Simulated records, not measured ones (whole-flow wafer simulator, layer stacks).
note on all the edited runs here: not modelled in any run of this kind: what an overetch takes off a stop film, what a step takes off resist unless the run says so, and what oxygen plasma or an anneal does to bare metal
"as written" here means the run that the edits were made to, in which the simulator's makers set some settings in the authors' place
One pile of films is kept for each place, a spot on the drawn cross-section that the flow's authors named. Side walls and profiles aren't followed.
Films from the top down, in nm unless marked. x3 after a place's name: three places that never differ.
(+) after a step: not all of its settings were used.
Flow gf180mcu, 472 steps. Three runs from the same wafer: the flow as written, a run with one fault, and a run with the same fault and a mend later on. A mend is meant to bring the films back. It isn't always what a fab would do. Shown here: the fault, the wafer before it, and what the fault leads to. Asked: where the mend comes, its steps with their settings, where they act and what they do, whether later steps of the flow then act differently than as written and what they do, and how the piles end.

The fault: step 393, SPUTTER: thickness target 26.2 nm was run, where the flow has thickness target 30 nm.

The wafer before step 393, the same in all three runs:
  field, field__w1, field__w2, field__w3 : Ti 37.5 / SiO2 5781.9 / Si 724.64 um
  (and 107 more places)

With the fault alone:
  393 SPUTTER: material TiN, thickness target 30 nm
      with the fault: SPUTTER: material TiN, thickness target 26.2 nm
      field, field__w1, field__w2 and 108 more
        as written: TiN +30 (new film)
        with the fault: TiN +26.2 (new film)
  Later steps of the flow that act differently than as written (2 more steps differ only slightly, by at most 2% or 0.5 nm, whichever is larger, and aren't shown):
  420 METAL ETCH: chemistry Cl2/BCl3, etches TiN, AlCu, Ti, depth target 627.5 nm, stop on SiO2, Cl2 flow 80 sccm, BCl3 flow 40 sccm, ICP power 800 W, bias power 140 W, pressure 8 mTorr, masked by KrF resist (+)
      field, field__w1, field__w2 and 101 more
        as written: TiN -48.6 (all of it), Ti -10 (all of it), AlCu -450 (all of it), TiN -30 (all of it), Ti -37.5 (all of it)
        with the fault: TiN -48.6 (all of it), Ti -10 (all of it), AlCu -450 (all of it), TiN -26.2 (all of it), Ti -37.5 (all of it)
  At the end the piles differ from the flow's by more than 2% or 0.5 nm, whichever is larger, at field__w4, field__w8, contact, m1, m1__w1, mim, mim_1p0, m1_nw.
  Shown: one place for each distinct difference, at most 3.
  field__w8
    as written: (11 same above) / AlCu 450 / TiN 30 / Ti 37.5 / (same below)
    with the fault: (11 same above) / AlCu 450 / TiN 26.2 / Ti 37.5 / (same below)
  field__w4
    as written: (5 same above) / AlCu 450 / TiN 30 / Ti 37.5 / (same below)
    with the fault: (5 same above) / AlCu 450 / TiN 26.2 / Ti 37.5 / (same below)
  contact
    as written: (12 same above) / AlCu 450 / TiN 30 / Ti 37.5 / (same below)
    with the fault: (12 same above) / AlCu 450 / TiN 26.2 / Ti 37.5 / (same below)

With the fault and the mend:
  The mend comes after step 393.
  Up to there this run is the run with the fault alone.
  393a SPUTTER: material TiN, thickness target 3.8 nm (the flow's step 393 once more, with other settings)
      field, field__w1, field__w2 and 108 more
        TiN +3.8
  No later step of the flow acts differently than as written at any place that is followed.
  At the end the piles are the same as the flow's at every place that both follow.
